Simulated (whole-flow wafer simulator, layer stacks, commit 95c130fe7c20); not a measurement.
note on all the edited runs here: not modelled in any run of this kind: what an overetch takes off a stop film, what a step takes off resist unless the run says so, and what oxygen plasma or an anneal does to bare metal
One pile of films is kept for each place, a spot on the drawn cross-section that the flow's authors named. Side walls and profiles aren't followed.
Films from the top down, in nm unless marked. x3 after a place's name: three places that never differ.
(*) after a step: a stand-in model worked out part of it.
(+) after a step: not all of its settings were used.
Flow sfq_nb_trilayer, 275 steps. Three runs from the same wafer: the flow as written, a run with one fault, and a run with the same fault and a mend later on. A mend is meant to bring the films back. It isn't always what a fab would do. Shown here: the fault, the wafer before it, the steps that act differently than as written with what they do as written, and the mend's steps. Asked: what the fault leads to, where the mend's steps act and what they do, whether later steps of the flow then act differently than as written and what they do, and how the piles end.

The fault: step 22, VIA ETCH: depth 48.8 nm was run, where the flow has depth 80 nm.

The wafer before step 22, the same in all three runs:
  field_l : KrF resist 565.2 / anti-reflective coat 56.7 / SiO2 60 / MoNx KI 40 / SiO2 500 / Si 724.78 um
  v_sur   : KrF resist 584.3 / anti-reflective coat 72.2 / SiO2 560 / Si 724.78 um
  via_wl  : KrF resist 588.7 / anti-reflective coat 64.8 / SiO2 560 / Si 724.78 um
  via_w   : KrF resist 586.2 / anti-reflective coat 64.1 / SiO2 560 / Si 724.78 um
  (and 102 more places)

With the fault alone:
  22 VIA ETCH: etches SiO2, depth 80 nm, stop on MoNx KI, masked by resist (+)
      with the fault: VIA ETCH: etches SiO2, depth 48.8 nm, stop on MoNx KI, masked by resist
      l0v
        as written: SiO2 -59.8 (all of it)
        with the fault: SiO2 -48.8
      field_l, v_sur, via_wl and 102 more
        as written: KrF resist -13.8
        with the fault: KrF resist -8.41
  Later steps of the flow that act differently than as written (5 more steps differ only slightly, by at most 2% or 0.5 nm, whichever is larger, and aren't shown):
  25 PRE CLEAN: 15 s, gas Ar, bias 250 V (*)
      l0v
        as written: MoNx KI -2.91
        with the fault: SiO2 -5
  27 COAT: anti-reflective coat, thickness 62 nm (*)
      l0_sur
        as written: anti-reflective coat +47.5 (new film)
        with the fault: anti-reflective coat +48.5 (new film)
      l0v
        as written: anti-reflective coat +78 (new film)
        with the fault: anti-reflective coat +75.2 (new film)
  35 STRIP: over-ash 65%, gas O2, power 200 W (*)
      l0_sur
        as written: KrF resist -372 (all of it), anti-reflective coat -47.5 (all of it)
        with the fault: KrF resist -372.6 (all of it), anti-reflective coat -48.5 (all of it)
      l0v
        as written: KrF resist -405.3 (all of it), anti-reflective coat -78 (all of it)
        with the fault: KrF resist -399.7 (all of it), anti-reflective coat -75.2 (all of it)
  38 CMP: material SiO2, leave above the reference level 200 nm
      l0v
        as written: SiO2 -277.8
        with the fault: SiO2 -288.2
  At the end the piles differ from the flow's by more than 2% or 0.5 nm, whichever is larger, at l0v.
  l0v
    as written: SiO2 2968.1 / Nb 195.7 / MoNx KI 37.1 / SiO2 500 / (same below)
    with the fault: SiO2 2957.6 / Nb 197.2 / SiO2 6.05 / MoNx KI 40 / SiO2 500 / (same below)

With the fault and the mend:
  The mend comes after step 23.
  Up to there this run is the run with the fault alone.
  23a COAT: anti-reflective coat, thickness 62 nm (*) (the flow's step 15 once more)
      p4_fl x3, p4_w1 x9, p4_g1 x2 and 59 more
        anti-reflective coat +62 (new film)
      jj_sur, ce_l, c5j and 6 more
        anti-reflective coat +63.6 (new film)
      be, be_sur, gap, moat, field_r, lsp_l
        anti-reflective coat +63.7 (new film)
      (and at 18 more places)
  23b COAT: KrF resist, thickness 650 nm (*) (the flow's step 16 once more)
      p4_fl x3, p4_w1 x9, p4_g1 x2 and 59 more
        KrF resist +650 (new film)
      jj_sur, ce_l, c5j, res, r_end
        KrF resist +656.8 (new film)
      ce_r, sp_r, be_r, r_sur
        KrF resist +656.7 (new film)
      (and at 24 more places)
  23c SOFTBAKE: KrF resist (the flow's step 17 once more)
      changes no film at any place that is followed
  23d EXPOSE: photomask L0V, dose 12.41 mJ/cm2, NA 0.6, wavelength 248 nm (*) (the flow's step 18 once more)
      changes no film at any place that is followed
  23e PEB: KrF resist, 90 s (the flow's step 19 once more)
      p4_fl x3, p4_w1 x9, p4_g1 x2 and 59 more
        KrF resist -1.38
      via_v, wire, be and 17 more
        KrF resist -1.39
      v_sur, via_w, via_wr, via_sp, ln_m6
        KrF resist -1.4
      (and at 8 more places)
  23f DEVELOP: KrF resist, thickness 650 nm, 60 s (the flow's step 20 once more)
      field_l, v_sur, via_wl and 102 more
        KrF resist -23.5
      l0v
        KrF resist -665.2 (all of it)
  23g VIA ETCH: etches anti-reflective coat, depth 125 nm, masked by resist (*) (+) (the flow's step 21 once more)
      field_l, v_sur, via_wl and 102 more
        KrF resist -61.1
      l0v
        anti-reflective coat -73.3 (all of it), SiO2 -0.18
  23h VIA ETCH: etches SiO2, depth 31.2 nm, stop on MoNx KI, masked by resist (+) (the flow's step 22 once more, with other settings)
      field_l, v_sur, via_wl and 102 more
        KrF resist -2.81
      l0v
        SiO2 -10.9 (all of it)
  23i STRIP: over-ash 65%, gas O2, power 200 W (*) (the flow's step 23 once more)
      p4_fl x3, p4_w1 x9, p4_g1 x2 and 59 more
        KrF resist -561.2 (all of it), anti-reflective coat -62 (all of it)
      jj_sur, ce_l, c5j, ce_r, sp_r, be_r, r_sur, res
        KrF resist -568 (all of it), anti-reflective coat -63.6 (all of it)
      l0r_line_l, l0r_line_c, l0r_line_r
        KrF resist -557.3 (all of it), anti-reflective coat -59 (all of it)
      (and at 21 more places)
  No later step of the flow acts differently than as written at any place that is followed.
  At the end the piles are the same as the flow's at every place that both follow.
